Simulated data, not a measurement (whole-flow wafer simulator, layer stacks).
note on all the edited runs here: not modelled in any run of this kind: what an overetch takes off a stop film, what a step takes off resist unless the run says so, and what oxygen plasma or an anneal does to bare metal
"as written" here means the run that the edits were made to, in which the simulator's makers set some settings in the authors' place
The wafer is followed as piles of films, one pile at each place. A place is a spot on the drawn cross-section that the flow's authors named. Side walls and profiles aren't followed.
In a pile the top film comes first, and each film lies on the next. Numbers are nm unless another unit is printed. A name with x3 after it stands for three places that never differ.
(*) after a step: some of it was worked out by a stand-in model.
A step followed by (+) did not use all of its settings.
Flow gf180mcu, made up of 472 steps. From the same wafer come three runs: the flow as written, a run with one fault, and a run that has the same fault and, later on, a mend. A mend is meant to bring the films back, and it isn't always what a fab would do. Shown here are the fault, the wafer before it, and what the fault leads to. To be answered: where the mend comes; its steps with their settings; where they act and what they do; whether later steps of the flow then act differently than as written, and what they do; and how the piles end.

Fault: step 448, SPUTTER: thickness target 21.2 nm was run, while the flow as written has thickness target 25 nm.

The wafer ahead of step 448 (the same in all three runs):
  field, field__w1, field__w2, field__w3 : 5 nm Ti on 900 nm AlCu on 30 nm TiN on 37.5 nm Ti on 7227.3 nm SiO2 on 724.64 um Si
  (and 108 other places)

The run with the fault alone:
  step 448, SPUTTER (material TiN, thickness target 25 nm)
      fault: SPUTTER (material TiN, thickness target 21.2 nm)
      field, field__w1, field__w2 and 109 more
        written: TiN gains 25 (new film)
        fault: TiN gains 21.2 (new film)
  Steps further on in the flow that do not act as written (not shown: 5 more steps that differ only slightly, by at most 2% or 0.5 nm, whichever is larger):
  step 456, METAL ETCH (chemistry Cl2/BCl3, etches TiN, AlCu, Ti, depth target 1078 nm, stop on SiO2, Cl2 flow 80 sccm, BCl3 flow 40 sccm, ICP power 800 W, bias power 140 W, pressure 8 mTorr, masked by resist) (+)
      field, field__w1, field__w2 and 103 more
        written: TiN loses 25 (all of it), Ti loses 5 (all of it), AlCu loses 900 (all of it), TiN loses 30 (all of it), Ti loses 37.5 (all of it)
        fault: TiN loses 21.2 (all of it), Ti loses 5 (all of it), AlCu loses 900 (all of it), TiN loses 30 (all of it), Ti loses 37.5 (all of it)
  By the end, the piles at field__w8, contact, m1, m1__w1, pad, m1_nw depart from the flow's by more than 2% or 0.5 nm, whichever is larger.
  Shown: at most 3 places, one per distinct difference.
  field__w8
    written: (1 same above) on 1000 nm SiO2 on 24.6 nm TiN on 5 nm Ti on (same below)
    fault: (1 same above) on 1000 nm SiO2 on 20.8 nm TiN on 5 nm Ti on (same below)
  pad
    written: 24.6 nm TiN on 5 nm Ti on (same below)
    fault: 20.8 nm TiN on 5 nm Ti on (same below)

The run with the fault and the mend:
  After step 455 comes the mend.
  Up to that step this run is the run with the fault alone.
  step 455a, STRIP (chemistry O2/N2, power 2160 W, pressure 1700 mTorr) (*)
      field__w8, contact, m1, m1__w1, pad, m1_nw
        resist loses 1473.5 (all of it)
  step 455b, SPUTTER (material TiN, thickness target 3.8 nm) (the flow's step 448 again, with other settings)
      field, field__w1, field__w2 and 109 more
        TiN gains 3.8
  step 455c, HMDS (120 C, 60 s) (the flow's step 450 again)
      does not change any film at any place that is followed
  step 455d, COAT (resist, thickness 1500 nm) (the flow's step 451 again)
      field, field__w1, field__w2 and 109 more
        resist gains 1500 (new film)
  step 455e, SOFTBAKE (resist) (the flow's step 452 again)
      does not change any film at any place that is followed
  step 455f, EXPOSE (photomask MetalTop) (the flow's step 453 again)
      does not change any film at any place that is followed
  step 455g, PEB (resist, 70.3 s) (the flow's step 454 again)
      field, field__w1, field__w2 and 109 more
        resist loses 26.5
  step 455h, DEVELOP (thickness 1500 nm, 60 s) (the flow's step 455 again)
      field, field__w1, field__w2 and 103 more
        resist loses 1473.5 (all of it)
  None of the later steps of the flow acts differently than as written at any place that is followed.
  By the end, the piles equal the flow's at every place that both follow.
